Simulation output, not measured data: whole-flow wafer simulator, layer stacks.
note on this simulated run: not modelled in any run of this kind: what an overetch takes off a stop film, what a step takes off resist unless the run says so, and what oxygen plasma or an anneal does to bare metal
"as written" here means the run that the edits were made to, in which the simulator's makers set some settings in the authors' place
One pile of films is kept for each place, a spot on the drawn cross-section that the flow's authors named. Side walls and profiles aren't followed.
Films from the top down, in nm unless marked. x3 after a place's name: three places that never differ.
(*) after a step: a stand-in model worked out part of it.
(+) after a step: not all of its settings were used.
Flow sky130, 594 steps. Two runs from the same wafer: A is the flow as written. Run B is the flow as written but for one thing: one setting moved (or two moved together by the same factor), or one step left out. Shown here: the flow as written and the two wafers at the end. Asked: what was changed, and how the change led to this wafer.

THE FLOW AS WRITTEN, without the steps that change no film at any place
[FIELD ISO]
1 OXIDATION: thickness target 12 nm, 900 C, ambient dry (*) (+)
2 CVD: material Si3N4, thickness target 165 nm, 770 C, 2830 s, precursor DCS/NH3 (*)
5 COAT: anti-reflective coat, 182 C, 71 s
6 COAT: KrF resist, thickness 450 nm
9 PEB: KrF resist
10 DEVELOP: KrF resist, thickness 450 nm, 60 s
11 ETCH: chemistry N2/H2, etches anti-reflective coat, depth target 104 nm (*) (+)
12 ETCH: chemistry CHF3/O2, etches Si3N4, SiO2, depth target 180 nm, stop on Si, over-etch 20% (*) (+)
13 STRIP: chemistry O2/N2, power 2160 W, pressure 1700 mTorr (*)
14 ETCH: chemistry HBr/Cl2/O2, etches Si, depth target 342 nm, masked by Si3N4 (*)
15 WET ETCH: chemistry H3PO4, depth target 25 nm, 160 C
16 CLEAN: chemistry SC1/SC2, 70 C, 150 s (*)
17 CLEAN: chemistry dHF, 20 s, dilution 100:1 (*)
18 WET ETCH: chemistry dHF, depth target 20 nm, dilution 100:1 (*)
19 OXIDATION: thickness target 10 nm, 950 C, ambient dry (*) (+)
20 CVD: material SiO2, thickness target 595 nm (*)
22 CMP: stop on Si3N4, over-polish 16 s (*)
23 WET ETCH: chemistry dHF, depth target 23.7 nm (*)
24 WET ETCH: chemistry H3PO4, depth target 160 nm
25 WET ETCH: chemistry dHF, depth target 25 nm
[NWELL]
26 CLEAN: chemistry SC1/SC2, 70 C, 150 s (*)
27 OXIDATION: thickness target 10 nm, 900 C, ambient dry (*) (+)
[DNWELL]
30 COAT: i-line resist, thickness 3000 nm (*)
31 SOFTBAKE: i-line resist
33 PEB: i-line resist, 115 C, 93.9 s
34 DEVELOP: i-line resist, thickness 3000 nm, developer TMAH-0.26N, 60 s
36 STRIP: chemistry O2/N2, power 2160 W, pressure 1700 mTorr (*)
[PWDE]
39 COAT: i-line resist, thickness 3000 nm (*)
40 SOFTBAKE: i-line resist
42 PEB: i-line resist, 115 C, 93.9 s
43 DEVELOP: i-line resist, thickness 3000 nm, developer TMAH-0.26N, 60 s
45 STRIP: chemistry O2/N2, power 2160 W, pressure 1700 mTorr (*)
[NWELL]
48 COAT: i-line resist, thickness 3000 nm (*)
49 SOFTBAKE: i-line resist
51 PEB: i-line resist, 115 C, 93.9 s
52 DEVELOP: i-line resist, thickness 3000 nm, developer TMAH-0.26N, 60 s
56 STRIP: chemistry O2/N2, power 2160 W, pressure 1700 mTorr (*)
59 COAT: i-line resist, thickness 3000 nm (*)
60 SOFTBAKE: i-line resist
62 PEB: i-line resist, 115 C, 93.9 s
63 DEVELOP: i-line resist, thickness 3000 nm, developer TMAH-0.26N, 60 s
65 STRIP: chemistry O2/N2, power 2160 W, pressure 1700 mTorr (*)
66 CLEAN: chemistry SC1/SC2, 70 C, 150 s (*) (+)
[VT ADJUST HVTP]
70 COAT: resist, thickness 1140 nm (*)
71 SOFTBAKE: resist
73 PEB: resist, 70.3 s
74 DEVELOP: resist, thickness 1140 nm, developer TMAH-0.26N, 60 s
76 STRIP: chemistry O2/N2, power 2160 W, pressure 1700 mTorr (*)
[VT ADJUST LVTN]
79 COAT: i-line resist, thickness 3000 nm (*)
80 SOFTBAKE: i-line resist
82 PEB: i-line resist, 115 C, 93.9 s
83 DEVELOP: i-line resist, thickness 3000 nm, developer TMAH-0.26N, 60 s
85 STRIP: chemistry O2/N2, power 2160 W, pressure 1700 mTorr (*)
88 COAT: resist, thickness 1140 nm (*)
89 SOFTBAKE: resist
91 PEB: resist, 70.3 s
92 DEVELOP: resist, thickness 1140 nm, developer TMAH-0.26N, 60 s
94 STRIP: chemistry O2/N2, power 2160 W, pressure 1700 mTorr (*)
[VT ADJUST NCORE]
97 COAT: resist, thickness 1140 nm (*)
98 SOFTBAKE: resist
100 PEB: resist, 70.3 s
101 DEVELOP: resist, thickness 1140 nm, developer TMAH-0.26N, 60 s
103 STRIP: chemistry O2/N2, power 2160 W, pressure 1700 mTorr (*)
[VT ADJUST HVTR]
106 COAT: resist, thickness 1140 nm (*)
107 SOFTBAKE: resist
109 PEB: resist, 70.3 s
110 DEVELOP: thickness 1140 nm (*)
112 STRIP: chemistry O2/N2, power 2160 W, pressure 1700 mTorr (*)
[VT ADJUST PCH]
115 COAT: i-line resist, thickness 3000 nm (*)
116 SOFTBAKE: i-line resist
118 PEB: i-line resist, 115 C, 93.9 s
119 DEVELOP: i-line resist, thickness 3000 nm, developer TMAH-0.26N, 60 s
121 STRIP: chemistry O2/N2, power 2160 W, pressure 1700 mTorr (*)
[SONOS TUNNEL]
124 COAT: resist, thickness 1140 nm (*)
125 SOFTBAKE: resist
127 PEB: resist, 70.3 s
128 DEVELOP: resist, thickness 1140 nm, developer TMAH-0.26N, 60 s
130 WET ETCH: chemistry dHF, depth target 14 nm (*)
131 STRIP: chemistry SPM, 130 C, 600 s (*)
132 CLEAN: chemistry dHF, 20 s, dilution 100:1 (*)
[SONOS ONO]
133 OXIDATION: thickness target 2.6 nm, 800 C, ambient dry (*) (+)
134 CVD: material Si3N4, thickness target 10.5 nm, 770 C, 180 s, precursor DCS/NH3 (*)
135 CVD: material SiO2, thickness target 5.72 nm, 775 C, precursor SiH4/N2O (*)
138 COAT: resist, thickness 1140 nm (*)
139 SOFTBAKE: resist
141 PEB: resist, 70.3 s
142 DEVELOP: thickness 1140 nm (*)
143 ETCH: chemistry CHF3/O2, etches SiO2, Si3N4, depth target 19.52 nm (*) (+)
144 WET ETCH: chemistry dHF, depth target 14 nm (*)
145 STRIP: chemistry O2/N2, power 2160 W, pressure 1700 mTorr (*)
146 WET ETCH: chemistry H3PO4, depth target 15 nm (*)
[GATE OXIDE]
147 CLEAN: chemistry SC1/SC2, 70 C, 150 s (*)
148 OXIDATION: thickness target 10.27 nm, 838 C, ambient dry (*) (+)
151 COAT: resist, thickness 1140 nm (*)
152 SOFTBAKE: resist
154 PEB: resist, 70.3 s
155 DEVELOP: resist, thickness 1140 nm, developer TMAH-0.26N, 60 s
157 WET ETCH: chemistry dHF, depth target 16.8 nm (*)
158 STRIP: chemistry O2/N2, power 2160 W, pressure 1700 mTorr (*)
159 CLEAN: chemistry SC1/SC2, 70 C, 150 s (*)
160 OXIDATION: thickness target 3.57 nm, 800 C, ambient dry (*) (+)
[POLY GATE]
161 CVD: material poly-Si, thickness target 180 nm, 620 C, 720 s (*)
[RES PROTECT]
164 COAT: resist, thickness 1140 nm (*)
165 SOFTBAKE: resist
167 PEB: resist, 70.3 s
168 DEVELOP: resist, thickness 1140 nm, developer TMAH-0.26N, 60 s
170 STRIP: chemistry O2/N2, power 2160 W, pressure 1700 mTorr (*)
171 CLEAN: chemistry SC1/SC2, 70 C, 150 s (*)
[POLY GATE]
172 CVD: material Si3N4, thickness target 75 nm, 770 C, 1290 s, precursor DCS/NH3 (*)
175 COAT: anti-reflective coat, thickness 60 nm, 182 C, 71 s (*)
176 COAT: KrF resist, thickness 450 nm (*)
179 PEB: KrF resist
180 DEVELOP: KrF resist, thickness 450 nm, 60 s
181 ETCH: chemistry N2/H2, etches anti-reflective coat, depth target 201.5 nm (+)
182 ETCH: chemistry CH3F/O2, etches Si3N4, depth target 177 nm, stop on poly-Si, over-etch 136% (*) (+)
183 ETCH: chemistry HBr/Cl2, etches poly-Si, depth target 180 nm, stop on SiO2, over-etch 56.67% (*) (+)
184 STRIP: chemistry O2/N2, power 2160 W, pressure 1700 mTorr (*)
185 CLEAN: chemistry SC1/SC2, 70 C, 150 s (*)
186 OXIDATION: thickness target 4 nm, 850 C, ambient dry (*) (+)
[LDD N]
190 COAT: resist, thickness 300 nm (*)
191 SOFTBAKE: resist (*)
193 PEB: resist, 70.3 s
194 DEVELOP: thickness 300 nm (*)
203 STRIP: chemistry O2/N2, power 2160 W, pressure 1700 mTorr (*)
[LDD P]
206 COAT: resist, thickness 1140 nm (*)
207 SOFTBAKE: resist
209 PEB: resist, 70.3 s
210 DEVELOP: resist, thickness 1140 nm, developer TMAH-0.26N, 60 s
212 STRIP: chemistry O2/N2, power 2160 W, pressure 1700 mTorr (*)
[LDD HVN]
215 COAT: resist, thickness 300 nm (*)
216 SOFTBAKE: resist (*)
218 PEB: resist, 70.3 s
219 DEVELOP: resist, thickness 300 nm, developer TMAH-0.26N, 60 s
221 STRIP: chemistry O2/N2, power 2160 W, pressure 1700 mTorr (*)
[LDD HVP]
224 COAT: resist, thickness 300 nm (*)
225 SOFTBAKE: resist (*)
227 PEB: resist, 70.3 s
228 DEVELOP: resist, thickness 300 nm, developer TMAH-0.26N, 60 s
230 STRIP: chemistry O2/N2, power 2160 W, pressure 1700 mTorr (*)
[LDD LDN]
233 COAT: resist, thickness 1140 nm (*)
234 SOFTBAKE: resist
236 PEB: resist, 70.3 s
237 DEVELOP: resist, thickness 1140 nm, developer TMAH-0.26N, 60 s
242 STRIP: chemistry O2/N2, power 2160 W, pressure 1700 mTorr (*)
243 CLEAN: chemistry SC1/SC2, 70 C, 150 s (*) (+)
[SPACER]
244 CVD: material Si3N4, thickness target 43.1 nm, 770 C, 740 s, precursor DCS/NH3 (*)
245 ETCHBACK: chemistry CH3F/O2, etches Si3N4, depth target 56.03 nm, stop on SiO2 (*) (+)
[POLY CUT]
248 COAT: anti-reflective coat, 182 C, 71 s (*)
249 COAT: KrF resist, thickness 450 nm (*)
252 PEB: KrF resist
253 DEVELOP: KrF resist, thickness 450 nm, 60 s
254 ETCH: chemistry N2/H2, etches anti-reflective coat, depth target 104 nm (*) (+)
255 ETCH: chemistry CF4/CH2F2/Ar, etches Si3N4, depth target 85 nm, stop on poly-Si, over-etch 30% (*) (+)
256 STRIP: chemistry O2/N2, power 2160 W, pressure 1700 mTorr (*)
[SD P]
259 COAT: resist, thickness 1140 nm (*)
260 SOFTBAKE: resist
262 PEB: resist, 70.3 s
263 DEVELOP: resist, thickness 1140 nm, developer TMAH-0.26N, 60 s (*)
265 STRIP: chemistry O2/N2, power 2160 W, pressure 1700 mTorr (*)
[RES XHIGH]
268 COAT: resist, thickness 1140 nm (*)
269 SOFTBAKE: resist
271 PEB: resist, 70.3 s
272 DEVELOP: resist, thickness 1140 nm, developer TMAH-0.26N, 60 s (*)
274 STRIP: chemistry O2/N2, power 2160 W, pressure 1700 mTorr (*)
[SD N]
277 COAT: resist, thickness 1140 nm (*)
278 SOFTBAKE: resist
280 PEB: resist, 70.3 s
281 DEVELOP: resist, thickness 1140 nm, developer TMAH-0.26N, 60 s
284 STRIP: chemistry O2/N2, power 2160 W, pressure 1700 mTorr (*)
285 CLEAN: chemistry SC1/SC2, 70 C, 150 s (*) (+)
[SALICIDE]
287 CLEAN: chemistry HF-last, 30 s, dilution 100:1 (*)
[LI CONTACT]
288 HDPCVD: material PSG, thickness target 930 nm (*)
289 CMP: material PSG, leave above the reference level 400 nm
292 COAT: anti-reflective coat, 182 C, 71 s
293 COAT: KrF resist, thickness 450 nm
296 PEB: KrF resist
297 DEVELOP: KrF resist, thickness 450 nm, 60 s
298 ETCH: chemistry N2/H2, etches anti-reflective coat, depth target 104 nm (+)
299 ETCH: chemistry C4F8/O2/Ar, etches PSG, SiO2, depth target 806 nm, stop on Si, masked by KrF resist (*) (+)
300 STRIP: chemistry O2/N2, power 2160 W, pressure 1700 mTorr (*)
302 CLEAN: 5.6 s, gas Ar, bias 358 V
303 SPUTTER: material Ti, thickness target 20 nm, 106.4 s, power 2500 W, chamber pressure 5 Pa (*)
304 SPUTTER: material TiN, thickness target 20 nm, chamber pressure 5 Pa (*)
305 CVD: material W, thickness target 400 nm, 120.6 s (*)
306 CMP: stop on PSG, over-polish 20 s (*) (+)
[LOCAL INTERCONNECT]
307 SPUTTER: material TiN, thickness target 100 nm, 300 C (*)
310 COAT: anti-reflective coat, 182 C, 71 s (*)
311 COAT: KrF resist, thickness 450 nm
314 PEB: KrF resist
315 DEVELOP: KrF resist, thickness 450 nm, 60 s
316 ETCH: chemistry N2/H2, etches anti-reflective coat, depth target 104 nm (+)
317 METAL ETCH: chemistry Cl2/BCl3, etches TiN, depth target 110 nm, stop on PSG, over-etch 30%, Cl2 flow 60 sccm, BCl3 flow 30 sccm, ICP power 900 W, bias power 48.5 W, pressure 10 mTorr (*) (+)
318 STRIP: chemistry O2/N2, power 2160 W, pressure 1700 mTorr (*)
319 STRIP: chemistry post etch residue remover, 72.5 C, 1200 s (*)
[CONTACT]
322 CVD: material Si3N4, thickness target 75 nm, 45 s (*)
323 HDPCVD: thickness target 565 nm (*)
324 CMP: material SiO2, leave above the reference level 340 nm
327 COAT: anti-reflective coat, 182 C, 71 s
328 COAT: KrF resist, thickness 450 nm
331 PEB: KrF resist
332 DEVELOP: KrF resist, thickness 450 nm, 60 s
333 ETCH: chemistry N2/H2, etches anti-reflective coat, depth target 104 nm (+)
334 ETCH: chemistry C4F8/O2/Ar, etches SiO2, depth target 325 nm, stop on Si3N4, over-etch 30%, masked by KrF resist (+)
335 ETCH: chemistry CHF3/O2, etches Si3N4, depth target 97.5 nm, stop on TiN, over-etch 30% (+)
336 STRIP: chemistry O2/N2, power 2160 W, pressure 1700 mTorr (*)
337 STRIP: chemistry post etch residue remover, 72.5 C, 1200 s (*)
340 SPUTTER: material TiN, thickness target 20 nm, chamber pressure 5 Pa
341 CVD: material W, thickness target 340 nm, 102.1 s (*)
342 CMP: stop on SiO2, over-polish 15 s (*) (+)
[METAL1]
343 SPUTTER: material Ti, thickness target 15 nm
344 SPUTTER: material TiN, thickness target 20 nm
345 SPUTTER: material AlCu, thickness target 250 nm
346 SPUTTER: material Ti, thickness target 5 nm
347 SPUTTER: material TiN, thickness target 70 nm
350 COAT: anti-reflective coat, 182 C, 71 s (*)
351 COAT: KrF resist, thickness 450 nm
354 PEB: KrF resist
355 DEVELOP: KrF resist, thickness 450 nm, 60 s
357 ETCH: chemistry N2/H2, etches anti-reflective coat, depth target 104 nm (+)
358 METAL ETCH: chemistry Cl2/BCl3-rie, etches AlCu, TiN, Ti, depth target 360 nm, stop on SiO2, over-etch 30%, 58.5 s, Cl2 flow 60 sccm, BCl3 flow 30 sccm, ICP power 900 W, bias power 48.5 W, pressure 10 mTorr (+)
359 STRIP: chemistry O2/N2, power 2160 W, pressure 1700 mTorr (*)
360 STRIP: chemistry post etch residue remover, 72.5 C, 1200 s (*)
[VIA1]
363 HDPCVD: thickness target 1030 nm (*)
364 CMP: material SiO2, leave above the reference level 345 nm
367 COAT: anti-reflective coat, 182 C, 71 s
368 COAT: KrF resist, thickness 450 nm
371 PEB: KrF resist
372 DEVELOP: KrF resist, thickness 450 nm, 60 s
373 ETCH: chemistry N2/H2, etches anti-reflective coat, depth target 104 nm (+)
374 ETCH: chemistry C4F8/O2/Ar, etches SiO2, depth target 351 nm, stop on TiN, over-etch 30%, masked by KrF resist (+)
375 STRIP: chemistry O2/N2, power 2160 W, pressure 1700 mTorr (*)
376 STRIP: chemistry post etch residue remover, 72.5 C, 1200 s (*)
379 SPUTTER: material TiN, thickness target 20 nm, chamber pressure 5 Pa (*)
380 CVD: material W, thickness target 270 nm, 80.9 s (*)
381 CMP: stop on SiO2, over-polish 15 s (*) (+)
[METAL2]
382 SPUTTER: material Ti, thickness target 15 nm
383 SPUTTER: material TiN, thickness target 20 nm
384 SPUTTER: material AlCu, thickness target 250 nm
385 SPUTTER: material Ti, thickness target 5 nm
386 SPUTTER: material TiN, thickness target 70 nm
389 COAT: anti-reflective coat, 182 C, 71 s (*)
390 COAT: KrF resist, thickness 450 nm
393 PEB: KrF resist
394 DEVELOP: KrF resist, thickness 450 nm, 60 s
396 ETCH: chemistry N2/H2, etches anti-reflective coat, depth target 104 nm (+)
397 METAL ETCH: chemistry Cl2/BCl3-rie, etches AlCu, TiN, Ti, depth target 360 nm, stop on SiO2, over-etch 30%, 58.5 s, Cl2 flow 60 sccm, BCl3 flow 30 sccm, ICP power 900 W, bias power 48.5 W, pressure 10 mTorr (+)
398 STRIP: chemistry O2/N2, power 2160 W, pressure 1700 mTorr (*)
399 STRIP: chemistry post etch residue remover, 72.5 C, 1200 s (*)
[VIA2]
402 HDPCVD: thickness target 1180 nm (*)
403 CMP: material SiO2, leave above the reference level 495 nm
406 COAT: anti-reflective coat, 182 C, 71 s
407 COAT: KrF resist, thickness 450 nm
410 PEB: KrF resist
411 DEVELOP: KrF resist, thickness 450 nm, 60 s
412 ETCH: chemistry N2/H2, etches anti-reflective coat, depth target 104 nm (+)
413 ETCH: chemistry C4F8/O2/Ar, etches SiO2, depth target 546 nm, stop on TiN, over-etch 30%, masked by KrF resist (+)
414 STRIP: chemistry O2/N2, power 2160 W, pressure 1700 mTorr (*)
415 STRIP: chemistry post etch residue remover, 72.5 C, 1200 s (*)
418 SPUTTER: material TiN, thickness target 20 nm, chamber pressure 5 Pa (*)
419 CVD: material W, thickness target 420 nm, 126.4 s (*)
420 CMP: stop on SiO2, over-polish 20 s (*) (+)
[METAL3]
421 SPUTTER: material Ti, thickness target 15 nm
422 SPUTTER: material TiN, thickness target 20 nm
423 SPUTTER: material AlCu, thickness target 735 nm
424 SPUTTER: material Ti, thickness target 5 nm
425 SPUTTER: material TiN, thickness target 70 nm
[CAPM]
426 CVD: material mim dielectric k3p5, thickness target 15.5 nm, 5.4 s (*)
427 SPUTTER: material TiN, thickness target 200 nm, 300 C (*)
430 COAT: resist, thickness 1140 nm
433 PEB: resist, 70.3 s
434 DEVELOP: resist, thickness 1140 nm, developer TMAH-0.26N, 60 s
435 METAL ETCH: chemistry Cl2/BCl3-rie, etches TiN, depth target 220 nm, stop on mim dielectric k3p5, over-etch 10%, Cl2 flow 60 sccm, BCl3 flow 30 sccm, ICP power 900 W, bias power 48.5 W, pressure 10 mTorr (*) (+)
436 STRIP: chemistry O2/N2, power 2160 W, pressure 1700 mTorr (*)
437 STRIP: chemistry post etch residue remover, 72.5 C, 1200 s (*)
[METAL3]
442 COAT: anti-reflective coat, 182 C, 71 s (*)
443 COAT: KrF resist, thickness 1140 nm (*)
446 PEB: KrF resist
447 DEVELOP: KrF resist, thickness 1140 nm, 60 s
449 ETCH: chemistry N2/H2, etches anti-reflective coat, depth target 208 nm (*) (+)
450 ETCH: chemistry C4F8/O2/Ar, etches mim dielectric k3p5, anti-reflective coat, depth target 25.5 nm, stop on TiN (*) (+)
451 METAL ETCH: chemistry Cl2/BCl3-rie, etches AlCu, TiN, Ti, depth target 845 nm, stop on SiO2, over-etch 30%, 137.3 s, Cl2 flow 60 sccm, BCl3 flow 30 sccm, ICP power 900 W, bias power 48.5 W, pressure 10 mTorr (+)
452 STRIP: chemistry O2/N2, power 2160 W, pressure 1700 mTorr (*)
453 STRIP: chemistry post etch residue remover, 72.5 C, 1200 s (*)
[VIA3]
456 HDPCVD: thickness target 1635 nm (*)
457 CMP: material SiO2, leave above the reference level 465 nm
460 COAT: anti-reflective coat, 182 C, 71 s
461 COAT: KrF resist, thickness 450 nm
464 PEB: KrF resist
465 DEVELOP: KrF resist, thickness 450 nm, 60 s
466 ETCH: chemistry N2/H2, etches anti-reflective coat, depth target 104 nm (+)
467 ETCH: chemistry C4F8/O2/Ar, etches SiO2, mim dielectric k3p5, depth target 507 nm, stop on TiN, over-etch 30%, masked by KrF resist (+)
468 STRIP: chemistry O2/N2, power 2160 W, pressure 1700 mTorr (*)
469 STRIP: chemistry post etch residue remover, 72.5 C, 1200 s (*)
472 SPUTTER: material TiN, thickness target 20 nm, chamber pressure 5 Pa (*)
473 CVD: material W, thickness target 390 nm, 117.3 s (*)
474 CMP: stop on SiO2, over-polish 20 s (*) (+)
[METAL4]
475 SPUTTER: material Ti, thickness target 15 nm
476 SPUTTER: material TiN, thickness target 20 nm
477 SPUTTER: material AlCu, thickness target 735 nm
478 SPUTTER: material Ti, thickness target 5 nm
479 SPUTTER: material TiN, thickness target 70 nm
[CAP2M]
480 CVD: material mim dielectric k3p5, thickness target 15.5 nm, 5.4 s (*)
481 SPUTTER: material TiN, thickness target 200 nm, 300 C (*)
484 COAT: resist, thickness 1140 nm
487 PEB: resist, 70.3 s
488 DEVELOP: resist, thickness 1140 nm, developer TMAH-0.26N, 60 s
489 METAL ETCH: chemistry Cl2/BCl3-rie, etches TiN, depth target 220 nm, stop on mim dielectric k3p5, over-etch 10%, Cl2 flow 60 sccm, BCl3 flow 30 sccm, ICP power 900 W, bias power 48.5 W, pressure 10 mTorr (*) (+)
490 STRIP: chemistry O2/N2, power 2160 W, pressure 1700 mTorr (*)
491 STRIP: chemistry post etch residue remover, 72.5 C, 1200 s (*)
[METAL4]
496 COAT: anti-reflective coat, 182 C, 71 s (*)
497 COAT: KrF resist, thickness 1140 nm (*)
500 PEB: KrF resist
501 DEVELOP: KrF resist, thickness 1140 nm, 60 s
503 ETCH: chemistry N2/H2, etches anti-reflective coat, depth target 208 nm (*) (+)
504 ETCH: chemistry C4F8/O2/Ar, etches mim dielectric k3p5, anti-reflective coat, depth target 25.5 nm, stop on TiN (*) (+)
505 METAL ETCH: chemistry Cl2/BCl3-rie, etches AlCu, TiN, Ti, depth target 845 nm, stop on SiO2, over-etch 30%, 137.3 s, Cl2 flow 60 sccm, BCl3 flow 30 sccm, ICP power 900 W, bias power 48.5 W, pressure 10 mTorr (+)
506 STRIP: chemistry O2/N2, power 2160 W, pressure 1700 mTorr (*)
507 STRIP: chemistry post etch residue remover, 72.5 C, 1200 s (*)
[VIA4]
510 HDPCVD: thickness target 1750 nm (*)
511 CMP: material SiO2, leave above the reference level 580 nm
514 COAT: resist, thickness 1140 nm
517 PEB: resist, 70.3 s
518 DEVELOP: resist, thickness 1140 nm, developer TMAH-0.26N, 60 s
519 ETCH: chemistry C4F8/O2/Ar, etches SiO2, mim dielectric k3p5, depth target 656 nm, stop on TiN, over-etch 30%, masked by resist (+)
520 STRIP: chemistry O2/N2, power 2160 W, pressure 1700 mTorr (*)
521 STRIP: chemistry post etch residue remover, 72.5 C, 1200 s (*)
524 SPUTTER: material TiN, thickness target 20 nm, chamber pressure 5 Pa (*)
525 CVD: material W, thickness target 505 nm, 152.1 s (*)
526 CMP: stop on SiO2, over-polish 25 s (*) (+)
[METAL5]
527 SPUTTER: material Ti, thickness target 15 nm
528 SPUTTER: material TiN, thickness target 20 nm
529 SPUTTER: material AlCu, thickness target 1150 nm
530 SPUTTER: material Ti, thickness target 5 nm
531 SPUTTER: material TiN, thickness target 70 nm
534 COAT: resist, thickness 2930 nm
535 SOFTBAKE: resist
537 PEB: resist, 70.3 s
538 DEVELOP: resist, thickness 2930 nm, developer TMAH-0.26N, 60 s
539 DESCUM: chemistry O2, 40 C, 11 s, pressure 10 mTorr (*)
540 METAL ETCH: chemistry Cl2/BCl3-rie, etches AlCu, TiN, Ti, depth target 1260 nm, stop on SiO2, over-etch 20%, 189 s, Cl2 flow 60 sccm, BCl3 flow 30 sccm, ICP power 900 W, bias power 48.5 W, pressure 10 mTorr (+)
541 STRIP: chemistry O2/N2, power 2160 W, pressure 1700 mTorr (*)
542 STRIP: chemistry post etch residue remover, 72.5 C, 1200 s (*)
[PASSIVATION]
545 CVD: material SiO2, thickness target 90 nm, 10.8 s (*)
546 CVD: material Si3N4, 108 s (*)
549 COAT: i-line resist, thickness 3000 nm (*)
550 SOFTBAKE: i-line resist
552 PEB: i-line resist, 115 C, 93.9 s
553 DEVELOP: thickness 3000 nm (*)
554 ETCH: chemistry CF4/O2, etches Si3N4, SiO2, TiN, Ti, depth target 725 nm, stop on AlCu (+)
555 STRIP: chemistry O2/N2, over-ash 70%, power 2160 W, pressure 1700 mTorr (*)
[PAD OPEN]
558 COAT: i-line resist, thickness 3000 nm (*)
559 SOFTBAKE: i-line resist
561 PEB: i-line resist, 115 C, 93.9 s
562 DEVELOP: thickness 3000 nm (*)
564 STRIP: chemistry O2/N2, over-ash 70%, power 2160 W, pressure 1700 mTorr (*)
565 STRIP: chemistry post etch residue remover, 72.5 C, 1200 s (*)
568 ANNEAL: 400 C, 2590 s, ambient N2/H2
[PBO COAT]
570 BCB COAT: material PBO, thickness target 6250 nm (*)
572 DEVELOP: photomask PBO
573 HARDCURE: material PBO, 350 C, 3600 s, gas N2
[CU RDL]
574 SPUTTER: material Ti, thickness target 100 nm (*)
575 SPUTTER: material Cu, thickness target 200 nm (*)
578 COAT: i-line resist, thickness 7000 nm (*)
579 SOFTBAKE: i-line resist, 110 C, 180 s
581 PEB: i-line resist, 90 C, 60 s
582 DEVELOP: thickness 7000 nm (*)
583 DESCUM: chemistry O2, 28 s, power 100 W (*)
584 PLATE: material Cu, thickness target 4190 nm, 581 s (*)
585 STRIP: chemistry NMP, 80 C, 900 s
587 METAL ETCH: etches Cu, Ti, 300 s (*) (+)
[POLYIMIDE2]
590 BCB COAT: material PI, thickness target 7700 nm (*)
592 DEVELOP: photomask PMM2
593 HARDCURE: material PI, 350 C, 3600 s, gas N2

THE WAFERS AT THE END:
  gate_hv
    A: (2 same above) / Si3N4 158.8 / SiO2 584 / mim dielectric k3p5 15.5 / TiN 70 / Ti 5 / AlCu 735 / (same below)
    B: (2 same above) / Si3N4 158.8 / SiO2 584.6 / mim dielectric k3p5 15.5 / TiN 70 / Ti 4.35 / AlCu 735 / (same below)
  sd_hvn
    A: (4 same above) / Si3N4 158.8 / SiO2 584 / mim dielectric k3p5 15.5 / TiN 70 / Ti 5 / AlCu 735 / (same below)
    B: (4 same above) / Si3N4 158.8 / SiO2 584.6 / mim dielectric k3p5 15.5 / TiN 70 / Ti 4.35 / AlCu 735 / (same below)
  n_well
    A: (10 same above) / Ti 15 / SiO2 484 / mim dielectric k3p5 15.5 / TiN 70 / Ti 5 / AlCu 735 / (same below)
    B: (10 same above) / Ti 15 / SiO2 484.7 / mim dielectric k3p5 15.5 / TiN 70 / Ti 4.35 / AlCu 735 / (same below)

The cause: step 478, SPUTTER: thickness target 4.35 nm was run, where the flow has thickness target 5 nm.
It can be read off the wafer: gate_hv has Ti 4.35, and step 478 as written asks for 5 nm.

How the change led to this, step by step:
  478 SPUTTER: material Ti, thickness target 5 nm
      field, active, n_well and 189 more: A Ti +5 (new film) | B Ti +4.35 (new film)
  505 METAL ETCH: chemistry Cl2/BCl3-rie, etches AlCu, TiN, Ti, depth target 845 nm, stop on SiO2, over-etch 30%, 137.3 s, Cl2 flow 60 sccm, BCl3 flow 30 sccm, ICP power 900 W, bias power 48.5 W, pressure 10 mTorr (+)
      field, gate, spacer and 68 more: A TiN -70 (all of it), Ti -5 (all of it), AlCu -735 (all of it), TiN -20 (all of it), Ti -15 (all of it), SiO2 -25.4 | B TiN -70 (all of it), Ti -4.35 (all of it), AlCu -735 (all of it), TiN -20 (all of it), Ti -15 (all of it), SiO2 -25.4
      active, vpp_iso1, mim_edge_plate and 14 more: A TiN -70 (all of it), Ti -5 (all of it), AlCu -735 (all of it), TiN -20 (all of it), Ti -15 (all of it), SiO2 -25.3 | B TiN -70 (all of it), Ti -4.35 (all of it), AlCu -735 (all of it), TiN -20 (all of it), Ti -15 (all of it), SiO2 -25.4
